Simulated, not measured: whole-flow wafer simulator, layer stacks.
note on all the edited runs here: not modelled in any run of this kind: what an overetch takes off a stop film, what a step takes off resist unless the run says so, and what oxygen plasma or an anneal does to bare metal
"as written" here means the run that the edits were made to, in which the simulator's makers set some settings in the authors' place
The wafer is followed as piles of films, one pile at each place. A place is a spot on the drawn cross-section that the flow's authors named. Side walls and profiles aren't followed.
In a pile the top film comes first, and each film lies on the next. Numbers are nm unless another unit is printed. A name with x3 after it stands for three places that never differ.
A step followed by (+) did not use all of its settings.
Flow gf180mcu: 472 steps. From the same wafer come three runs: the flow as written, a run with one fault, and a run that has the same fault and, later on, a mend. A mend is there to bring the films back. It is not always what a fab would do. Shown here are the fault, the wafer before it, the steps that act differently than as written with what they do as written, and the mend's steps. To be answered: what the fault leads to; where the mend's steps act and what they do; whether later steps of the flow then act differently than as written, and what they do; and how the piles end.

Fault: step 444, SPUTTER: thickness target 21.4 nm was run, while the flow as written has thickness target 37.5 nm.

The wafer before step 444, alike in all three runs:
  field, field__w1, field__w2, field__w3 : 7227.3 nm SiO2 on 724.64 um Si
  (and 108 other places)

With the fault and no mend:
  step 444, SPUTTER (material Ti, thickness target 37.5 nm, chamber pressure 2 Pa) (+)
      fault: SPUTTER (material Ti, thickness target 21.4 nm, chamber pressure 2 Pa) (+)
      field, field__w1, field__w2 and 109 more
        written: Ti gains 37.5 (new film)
        fault: Ti gains 21.4 (new film)
  Steps later in the flow that act otherwise than as written (4 other steps are not shown; they differ only slightly, by no more than 2% or 0.5 nm, whichever is larger):
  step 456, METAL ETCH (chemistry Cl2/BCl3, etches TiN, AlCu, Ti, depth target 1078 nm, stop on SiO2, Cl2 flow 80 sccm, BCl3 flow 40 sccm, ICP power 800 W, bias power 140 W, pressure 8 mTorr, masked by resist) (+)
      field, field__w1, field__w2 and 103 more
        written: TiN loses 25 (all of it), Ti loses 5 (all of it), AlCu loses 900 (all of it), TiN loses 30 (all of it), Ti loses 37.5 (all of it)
        fault: TiN loses 25 (all of it), Ti loses 5 (all of it), AlCu loses 900 (all of it), TiN loses 30 (all of it), Ti loses 21.4 (all of it)
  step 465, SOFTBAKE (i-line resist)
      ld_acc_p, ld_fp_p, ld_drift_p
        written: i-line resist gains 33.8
        fault: i-line resist gains 33
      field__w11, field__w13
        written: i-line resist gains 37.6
        fault: i-line resist gains 36.7
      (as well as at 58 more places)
  At field__w8, contact, m1, m1__w1, pad, m1_nw, the piles at the end differ from the flow's by more than 2% or 0.5 nm, whichever is larger.
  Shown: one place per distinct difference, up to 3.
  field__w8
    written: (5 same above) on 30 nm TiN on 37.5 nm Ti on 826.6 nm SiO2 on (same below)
    fault: (5 same above) on 30 nm TiN on 21.4 nm Ti on 826.6 nm SiO2 on (same below)
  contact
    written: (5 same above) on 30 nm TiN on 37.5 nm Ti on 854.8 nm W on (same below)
    fault: (5 same above) on 30 nm TiN on 21.4 nm Ti on 854.8 nm W on (same below)
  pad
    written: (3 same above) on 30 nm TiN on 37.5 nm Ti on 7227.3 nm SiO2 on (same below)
    fault: (3 same above) on 30 nm TiN on 21.4 nm Ti on 7227.3 nm SiO2 on (same below)

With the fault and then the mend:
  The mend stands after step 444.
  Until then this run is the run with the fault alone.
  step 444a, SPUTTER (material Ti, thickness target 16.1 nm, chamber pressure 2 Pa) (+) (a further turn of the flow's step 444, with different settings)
      field, field__w1, field__w2 and 109 more
        Ti gains 16.1
  Later steps of the flow that are run all act as written at every place that is followed.
  By the end, the piles equal the flow's at every place that both follow.
